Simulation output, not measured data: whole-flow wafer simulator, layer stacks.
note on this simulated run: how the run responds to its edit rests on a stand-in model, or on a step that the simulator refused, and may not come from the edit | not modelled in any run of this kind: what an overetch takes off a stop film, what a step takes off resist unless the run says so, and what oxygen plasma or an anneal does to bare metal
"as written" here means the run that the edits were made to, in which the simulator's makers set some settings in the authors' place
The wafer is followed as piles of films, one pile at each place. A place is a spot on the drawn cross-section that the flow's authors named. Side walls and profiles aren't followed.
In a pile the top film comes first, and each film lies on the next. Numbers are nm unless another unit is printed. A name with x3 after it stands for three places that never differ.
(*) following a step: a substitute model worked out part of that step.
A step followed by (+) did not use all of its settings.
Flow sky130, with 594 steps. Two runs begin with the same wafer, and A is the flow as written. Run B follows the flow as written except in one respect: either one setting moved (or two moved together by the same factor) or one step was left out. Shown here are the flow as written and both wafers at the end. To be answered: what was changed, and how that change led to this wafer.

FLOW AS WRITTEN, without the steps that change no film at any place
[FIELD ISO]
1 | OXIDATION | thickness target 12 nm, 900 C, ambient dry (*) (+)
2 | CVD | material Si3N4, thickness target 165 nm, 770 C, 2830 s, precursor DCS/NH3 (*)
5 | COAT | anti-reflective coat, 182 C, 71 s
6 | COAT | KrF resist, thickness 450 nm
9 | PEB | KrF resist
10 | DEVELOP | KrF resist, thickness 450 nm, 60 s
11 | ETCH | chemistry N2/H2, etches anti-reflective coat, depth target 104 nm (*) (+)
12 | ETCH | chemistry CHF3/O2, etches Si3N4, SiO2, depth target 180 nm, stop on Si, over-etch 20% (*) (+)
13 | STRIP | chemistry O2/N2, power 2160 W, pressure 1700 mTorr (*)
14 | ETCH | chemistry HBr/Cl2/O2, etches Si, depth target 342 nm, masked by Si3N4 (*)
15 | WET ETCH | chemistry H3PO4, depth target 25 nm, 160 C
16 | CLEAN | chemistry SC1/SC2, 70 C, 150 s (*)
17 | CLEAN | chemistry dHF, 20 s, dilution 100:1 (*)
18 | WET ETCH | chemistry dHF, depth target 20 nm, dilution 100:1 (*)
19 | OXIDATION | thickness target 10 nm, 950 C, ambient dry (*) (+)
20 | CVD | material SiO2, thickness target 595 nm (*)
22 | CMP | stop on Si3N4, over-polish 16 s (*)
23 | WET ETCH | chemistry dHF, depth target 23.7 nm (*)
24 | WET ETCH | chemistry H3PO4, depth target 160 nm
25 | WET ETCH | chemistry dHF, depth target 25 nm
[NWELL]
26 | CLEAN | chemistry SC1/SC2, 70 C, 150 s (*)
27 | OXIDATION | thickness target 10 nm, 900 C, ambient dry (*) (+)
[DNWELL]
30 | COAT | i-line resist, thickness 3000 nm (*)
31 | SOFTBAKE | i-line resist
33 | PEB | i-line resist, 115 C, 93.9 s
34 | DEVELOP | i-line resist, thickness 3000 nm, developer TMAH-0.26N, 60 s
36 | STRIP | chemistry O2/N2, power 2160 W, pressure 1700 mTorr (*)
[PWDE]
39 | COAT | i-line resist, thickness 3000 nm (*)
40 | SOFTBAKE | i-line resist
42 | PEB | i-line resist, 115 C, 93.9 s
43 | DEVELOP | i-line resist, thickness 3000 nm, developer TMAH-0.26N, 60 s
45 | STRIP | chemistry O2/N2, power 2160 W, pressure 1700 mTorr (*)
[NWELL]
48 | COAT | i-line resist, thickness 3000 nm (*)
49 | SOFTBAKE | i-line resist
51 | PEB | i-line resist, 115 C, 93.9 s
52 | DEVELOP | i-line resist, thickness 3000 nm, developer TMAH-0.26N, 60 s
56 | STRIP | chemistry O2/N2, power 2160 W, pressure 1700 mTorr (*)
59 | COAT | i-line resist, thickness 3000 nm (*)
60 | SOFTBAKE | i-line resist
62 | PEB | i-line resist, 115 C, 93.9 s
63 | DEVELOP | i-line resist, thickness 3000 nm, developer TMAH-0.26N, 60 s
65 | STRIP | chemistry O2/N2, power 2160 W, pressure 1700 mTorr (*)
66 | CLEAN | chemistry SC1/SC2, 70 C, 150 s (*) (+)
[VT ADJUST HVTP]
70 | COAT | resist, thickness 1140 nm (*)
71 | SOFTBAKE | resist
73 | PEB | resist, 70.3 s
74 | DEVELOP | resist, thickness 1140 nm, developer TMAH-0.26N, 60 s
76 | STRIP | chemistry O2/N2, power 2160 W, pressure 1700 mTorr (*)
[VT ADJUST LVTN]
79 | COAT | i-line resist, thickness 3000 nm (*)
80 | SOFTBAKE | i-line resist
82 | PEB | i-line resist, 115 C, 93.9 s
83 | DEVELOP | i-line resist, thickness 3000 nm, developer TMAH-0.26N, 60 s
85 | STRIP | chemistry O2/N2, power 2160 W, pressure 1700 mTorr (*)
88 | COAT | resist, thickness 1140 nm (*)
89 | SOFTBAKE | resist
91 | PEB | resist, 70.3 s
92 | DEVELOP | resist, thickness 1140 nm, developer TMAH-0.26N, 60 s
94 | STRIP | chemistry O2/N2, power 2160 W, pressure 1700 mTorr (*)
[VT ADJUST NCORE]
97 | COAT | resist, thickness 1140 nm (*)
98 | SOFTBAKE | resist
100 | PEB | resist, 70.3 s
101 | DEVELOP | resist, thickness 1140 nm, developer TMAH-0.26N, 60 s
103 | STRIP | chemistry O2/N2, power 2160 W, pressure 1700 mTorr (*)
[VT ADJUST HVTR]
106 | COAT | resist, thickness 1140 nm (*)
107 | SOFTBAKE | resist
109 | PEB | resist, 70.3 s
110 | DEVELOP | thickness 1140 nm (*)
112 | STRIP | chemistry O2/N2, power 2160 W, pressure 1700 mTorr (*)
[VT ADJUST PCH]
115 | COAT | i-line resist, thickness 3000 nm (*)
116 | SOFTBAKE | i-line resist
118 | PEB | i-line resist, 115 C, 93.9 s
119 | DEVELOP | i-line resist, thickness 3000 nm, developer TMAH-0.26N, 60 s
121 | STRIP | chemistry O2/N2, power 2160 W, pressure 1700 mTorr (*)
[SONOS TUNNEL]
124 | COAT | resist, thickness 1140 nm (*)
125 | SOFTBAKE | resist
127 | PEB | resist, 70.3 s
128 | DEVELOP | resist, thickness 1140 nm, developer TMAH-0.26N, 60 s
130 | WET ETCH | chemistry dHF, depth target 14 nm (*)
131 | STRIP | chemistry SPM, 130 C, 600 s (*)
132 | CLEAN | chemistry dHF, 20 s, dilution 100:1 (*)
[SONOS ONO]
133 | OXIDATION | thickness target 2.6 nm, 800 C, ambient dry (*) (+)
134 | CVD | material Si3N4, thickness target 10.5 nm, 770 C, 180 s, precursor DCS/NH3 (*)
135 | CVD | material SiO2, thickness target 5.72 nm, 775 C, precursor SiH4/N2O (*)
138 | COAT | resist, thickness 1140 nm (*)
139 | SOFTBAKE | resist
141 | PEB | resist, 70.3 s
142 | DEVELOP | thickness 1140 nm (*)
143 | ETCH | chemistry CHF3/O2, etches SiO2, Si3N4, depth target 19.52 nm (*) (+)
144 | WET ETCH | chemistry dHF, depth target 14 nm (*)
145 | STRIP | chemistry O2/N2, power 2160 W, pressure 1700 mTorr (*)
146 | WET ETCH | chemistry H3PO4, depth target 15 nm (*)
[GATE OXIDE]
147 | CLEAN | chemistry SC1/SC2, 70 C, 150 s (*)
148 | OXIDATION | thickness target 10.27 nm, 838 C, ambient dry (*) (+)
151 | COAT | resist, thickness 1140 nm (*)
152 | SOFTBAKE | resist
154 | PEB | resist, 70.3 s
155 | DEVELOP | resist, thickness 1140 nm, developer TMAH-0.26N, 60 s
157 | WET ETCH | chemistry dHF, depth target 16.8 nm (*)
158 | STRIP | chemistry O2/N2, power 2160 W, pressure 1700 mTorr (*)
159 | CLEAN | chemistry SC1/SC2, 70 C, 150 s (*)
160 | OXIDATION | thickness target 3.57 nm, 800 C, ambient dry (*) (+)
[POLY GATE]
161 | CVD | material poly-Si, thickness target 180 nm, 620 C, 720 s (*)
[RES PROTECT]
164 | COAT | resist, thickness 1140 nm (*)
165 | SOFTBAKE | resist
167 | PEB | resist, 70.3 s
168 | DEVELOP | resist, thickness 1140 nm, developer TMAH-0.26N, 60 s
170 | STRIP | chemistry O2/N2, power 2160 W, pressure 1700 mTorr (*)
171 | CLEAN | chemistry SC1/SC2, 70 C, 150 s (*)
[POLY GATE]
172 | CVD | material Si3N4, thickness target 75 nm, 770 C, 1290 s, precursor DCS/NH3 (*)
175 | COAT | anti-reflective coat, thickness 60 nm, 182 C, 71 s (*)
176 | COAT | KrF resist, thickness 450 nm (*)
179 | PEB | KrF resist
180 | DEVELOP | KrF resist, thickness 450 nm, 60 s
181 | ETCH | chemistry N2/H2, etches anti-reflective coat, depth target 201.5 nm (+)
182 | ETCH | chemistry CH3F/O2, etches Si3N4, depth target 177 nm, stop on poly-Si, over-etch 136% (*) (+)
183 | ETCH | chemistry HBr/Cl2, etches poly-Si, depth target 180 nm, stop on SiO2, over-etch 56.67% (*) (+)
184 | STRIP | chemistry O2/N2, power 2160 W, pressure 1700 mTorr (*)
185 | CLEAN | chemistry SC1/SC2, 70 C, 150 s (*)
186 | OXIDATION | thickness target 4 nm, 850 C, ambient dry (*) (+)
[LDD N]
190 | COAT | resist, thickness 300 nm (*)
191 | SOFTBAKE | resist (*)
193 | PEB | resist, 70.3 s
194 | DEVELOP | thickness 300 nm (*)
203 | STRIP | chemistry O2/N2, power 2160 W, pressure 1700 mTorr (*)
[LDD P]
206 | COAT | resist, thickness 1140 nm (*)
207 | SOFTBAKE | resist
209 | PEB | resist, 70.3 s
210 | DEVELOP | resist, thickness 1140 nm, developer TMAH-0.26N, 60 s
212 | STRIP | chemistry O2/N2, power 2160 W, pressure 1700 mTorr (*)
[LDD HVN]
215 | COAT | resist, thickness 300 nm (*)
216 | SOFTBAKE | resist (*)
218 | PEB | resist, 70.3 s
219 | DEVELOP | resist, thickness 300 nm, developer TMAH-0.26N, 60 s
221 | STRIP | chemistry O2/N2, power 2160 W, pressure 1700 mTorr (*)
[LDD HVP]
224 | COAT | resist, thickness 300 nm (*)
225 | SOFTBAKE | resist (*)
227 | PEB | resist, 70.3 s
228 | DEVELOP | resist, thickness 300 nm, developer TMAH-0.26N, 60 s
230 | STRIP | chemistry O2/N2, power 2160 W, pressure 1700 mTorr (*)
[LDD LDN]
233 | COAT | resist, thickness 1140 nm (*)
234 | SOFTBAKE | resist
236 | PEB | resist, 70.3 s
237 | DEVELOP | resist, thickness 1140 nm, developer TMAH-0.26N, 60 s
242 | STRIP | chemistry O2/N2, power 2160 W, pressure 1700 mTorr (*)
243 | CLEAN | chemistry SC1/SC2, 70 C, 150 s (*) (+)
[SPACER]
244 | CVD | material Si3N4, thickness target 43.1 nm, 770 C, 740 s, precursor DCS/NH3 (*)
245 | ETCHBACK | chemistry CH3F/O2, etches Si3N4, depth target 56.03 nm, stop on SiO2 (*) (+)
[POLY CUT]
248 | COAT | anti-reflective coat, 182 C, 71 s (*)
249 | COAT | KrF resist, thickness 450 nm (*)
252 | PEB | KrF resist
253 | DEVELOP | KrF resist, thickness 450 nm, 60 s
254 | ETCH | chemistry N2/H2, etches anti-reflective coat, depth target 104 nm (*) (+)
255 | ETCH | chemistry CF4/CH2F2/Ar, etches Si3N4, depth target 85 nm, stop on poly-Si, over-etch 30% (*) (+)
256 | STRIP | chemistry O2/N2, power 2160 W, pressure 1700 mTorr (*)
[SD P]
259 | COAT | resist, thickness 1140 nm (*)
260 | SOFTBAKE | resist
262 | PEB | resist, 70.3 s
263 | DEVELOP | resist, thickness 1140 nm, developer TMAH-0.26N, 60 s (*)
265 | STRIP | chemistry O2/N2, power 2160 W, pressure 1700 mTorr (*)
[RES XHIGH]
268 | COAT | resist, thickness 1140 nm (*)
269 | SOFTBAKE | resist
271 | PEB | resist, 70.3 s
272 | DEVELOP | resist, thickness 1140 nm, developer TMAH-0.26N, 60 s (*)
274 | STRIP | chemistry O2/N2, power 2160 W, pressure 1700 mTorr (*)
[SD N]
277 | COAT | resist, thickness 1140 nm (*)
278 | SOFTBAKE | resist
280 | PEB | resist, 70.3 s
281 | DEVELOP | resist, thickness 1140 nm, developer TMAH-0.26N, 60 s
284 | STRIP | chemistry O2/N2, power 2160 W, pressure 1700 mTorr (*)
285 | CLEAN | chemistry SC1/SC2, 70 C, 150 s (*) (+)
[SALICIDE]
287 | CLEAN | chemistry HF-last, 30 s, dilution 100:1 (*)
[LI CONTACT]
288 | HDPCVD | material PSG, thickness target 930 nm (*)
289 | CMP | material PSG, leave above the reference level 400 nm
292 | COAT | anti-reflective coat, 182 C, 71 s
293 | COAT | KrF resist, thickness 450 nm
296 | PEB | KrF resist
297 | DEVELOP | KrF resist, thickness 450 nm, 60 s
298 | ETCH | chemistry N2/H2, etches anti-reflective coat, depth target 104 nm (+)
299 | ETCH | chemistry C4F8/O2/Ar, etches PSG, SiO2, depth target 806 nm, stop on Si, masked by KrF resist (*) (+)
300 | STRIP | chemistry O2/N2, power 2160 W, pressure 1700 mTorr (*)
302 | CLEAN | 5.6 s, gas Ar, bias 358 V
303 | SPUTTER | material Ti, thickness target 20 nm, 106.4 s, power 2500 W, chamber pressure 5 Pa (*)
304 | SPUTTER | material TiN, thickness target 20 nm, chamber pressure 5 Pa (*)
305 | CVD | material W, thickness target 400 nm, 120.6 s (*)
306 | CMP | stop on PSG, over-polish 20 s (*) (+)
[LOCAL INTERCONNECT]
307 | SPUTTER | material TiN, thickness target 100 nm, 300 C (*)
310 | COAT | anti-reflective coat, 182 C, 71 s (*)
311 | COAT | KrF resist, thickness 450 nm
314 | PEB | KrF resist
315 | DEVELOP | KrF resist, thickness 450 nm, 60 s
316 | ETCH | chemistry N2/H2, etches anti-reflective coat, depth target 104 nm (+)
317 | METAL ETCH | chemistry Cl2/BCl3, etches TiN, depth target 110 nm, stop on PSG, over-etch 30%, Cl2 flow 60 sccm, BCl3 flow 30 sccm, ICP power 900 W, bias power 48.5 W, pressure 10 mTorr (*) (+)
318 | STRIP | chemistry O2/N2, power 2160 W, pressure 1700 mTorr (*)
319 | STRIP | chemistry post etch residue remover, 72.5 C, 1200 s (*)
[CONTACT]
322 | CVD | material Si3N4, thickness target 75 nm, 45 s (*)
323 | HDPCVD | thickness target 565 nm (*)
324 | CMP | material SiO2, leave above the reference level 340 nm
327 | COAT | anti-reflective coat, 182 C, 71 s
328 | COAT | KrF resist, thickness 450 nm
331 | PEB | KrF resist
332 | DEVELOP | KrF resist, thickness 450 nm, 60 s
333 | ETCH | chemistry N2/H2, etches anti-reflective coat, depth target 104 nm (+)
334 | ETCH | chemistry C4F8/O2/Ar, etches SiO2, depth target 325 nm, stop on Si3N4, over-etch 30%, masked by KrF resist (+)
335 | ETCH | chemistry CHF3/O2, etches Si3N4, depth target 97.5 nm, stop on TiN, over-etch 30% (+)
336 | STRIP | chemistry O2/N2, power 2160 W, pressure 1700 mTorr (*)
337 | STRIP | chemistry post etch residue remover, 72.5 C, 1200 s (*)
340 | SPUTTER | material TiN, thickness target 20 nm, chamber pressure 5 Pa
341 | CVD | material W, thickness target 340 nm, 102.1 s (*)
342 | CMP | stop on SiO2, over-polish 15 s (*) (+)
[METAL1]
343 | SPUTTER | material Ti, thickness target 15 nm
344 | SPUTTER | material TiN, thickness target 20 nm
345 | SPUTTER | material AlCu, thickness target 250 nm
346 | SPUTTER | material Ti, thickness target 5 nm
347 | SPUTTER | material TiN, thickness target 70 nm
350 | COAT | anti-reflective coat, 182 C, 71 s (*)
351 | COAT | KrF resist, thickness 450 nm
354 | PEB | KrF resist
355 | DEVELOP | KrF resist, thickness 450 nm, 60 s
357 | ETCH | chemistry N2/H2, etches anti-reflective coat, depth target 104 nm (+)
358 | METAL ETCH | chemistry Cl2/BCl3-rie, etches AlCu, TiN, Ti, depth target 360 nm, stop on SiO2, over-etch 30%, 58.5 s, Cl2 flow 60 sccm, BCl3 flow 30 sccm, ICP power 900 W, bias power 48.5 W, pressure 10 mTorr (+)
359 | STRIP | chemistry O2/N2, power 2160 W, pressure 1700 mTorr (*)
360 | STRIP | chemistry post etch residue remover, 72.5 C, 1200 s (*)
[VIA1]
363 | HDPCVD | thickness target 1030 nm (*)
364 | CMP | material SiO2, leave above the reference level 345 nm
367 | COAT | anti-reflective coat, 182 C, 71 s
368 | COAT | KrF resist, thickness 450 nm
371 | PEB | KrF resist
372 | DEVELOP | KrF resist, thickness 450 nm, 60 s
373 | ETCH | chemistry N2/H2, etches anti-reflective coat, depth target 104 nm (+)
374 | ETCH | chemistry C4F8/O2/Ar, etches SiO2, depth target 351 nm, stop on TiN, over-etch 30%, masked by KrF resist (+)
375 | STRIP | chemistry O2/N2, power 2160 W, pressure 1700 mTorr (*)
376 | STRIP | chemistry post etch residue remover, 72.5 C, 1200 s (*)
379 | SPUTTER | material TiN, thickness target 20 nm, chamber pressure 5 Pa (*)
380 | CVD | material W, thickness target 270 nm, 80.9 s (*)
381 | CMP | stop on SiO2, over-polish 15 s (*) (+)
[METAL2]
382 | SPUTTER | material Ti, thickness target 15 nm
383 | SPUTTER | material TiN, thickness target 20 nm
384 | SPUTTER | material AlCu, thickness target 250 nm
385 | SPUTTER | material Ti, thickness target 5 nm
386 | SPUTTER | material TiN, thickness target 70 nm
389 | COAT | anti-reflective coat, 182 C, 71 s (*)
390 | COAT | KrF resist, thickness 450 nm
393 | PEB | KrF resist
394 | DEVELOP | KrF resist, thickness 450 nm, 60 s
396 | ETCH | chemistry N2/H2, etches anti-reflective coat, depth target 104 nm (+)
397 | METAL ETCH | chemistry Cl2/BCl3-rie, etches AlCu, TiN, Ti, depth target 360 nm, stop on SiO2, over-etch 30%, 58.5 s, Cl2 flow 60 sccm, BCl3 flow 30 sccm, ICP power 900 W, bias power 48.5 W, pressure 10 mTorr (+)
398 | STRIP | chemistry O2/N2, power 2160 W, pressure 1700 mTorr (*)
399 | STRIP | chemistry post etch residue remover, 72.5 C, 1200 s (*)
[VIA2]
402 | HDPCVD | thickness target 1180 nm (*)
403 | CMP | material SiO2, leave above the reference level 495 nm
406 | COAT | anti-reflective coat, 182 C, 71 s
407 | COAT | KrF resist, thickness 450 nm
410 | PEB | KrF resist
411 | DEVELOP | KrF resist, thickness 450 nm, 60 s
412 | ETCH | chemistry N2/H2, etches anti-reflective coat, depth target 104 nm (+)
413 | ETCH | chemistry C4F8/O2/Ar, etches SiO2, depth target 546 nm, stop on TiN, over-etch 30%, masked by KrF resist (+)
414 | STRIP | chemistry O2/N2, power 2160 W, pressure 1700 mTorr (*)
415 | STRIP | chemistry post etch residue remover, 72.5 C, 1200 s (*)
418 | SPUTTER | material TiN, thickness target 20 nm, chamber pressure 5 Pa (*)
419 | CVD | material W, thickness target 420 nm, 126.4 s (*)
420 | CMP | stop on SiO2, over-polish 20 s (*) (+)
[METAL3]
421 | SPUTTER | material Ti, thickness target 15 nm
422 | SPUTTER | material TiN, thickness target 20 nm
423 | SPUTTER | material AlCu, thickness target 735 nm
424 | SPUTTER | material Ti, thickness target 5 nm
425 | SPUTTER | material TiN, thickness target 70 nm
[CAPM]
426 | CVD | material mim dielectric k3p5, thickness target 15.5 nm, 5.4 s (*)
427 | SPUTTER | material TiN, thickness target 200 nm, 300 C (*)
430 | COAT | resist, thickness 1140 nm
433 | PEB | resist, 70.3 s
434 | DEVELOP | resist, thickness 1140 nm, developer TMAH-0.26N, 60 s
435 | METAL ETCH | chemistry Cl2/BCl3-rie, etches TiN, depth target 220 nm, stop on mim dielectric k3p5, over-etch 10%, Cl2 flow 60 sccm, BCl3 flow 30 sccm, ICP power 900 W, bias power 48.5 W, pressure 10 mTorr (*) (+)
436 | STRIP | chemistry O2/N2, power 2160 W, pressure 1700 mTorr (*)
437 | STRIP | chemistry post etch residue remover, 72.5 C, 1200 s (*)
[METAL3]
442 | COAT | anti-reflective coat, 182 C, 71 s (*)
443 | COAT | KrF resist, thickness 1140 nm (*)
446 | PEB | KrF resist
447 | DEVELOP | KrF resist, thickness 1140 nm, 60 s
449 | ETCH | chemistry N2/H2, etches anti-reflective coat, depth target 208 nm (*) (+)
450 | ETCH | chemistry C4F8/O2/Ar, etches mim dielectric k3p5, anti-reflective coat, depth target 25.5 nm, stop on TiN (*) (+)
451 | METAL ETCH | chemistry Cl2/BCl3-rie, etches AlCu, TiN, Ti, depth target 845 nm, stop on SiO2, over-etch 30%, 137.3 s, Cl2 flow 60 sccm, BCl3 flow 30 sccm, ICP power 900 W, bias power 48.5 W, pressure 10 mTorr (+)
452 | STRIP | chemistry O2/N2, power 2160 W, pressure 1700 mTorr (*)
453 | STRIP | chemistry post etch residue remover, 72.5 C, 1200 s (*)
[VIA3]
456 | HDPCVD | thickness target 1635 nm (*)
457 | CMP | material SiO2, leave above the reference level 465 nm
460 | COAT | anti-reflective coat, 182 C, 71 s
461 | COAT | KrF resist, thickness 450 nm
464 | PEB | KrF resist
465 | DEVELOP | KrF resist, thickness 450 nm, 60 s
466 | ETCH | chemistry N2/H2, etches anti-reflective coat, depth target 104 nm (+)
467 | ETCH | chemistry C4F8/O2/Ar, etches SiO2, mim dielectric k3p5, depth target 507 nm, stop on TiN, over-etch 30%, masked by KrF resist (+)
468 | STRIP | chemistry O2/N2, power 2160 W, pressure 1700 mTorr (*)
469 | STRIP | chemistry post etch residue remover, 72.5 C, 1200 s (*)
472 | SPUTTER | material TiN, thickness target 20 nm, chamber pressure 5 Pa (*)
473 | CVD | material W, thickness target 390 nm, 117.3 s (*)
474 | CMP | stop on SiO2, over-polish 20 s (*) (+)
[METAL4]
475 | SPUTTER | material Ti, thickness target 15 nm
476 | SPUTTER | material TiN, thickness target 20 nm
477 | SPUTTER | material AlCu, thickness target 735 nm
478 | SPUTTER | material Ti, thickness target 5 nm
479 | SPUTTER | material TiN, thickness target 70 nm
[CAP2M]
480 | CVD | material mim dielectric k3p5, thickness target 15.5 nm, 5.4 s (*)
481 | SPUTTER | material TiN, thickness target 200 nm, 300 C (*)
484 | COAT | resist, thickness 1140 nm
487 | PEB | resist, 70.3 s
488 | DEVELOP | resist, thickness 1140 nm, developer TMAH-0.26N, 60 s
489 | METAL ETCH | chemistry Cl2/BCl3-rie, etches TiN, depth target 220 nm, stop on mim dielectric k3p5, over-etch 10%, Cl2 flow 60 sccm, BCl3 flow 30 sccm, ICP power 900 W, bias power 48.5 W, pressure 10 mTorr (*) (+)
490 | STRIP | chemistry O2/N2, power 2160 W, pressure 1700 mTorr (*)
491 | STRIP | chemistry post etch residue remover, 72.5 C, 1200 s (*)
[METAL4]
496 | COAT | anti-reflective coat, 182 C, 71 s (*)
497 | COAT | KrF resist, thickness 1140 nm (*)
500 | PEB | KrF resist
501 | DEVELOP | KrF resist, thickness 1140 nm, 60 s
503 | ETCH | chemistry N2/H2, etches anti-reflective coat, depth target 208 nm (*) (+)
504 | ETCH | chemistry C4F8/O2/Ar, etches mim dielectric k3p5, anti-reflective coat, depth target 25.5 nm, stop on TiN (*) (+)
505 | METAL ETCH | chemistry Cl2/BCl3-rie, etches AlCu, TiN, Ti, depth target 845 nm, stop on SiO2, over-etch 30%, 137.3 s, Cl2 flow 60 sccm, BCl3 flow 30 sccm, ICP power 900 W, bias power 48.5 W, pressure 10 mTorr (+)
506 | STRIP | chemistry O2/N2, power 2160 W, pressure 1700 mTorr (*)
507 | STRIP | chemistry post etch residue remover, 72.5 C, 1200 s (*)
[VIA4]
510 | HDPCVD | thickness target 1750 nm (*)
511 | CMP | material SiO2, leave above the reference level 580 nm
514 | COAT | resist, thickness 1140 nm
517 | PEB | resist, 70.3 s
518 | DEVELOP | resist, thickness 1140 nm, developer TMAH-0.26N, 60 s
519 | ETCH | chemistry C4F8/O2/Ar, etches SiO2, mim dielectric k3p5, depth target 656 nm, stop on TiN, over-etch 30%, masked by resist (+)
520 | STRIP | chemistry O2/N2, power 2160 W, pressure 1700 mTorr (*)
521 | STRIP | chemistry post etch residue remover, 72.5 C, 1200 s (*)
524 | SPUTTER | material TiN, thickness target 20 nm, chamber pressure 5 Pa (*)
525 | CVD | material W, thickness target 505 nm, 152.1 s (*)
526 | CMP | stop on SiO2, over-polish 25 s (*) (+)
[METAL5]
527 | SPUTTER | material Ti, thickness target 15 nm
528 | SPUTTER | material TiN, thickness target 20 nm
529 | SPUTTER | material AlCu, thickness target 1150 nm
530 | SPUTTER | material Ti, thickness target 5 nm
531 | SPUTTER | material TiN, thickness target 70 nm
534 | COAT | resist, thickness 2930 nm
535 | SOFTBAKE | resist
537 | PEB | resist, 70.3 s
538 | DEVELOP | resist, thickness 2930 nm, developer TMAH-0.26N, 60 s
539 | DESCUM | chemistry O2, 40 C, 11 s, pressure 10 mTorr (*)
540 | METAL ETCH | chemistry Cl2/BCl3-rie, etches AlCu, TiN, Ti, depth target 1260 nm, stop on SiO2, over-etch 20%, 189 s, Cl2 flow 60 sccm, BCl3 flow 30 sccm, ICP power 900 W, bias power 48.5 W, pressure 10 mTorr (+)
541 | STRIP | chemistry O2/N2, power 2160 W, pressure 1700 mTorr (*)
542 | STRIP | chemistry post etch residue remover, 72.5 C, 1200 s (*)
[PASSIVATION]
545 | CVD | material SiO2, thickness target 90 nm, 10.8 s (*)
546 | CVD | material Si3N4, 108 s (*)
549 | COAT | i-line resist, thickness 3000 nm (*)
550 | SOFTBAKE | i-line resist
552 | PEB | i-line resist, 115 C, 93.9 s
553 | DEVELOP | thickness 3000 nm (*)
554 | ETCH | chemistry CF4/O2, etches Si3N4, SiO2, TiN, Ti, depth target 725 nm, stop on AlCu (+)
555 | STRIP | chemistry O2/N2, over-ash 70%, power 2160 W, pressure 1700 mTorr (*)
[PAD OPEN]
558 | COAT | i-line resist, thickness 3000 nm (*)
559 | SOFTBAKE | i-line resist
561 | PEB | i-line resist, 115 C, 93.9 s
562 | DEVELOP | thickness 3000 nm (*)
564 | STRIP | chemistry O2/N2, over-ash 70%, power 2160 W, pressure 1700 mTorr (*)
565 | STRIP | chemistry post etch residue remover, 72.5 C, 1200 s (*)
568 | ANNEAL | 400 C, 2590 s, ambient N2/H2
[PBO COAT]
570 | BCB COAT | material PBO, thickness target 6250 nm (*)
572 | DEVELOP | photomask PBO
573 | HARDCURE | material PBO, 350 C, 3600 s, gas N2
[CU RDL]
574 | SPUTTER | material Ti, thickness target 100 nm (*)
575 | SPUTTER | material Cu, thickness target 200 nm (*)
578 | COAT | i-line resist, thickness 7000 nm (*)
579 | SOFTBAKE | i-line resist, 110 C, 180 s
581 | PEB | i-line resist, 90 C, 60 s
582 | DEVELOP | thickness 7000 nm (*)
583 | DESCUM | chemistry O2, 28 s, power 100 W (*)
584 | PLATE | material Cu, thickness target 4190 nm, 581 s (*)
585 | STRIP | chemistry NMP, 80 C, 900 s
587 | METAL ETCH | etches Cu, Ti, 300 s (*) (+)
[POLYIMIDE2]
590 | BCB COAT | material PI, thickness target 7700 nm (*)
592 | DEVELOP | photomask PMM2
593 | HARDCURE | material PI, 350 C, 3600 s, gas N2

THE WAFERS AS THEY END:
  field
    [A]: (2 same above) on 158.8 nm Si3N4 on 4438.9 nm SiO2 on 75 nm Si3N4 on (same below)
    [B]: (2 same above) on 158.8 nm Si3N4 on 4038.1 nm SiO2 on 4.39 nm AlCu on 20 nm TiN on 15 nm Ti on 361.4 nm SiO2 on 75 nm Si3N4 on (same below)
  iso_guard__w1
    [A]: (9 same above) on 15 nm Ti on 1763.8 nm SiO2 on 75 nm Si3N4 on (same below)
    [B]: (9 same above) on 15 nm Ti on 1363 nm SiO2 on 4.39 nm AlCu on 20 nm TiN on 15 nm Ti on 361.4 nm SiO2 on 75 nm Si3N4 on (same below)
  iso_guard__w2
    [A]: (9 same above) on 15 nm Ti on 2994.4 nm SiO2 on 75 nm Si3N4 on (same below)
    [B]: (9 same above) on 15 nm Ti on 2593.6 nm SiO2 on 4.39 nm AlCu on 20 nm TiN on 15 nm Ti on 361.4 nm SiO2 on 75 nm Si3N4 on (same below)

Cause: step 358, METAL ETCH: depth target 241.2 nm was run, whereas the flow has depth target 360 nm; step 358, METAL ETCH: 39.2 s was run, where the flow has 58.5 s.

The path from the change to this, step by step:
  358 | METAL ETCH | chemistry Cl2/BCl3-rie, etches AlCu, TiN, Ti, depth target 360 nm, stop on SiO2, over-etch 30%, 58.5 s, Cl2 flow 60 sccm, BCl3 flow 30 sccm, ICP power 900 W, bias power 48.5 W, pressure 10 mTorr (+)
      field, active, gate and 81 more: A -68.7 TiN (all of it), -5 Ti (all of it), -250 AlCu (all of it), -20 TiN (all of it), -15 Ti (all of it), -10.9 SiO2 | B -68.7 TiN (all of it), -5 Ti (all of it), -239.9 AlCu
      n_well, p_well, gate_hv and 104 more: A -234 KrF resist | B -156.8 KrF resist
  359 | STRIP | chemistry O2/N2, power 2160 W, pressure 1700 mTorr (*)
      n_well, p_well, gate_hv and 95 more: A -143.8 KrF resist (all of it), -80 anti-reflective coat (all of it) | B -221 KrF resist (all of it), -80 anti-reflective coat (all of it)
      drift_dnw, nw_fld, nw_fld__w1, ndiff_licon_rim, pnp_par_nw: A -143.8 KrF resist (all of it), -80 anti-reflective coat (all of it) | B -221.1 KrF resist (all of it), -80 anti-reflective coat (all of it)
      (and at 4 other places as well)
  360 | STRIP | chemistry post etch residue remover, 72.5 C, 1200 s (*)
      field, active, gate and 81 more: A nothing | B -5.72 AlCu
  363 | HDPCVD | thickness target 1030 nm (*)
      field, active, gate and 81 more: A +1030 SiO2 | B +1030 SiO2 (new film)
  364 | CMP | material SiO2, leave above the reference level 345 nm
      field, active, gate and 81 more: A -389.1 SiO2 | B -439.4 SiO2
Taking metal films that touch as one body, field has 1 body; the flow as written gives 0 bodies.
Taking metal films that touch as one body, iso_guard__w1 has 2 bodies (between them, from the top down: SiO2 1363); the flow as written gives 1 body.
Taking metal films that touch as one body, iso_guard__w2 has 2 bodies (between them, from the top down: SiO2 2593.6); the flow as written gives 1 body.
